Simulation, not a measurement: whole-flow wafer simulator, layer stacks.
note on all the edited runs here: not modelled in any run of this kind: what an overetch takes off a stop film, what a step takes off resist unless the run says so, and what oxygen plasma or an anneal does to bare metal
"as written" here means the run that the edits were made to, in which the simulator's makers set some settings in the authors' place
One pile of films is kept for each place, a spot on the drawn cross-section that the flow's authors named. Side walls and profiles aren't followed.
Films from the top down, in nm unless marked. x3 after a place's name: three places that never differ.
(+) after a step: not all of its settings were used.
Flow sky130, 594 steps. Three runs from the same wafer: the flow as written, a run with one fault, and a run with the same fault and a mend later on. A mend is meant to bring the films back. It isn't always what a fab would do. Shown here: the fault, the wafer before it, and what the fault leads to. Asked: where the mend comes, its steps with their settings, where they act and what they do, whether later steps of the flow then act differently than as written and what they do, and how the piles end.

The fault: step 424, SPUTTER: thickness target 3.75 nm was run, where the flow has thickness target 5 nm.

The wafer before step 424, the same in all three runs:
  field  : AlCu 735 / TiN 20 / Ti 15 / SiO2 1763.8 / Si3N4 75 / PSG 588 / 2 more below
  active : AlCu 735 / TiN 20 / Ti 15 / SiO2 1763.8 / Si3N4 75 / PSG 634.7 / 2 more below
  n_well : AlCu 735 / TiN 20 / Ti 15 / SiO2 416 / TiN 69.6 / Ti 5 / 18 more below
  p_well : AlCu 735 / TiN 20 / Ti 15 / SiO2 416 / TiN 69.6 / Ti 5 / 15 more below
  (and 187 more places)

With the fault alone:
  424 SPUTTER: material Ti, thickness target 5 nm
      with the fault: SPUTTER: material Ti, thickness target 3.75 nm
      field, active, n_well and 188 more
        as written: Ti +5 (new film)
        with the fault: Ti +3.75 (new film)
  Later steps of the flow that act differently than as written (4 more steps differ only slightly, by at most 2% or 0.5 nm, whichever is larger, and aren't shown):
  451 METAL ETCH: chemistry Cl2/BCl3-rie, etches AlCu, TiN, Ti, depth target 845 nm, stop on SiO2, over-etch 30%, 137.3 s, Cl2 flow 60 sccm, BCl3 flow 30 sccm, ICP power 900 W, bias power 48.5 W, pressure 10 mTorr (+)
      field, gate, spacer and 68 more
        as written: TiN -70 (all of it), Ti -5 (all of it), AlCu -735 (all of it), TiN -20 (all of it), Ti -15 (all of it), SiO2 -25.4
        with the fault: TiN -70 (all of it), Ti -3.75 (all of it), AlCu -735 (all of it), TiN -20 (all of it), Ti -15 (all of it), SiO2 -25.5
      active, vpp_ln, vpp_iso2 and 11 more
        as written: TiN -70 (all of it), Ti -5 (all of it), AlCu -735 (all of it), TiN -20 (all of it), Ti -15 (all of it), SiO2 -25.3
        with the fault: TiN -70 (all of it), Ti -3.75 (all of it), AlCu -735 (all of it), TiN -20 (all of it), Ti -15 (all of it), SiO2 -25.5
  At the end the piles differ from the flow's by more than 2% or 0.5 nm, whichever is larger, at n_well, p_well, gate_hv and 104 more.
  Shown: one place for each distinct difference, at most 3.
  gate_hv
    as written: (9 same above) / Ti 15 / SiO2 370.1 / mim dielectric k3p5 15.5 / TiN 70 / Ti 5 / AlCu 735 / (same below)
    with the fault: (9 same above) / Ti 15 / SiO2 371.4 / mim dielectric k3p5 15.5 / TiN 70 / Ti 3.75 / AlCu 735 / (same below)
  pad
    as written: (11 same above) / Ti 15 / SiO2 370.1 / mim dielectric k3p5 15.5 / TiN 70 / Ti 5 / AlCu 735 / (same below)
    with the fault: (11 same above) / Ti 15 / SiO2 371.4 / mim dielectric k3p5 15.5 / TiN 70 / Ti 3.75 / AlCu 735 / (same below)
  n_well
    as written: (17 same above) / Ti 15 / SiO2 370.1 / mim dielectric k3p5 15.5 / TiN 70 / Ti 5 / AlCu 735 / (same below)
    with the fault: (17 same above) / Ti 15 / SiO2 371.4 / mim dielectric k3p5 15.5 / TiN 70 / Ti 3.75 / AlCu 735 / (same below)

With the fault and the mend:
  The mend comes after step 424.
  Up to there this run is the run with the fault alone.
  424a SPUTTER: material Ti, thickness target 1.25 nm (the flow's step 424 once more, with other settings)
      field, active, n_well and 188 more
        Ti +1.25
  No later step of the flow acts differently than as written at any place that is followed.
  At the end the piles are the same as the flow's at every place that both follow.
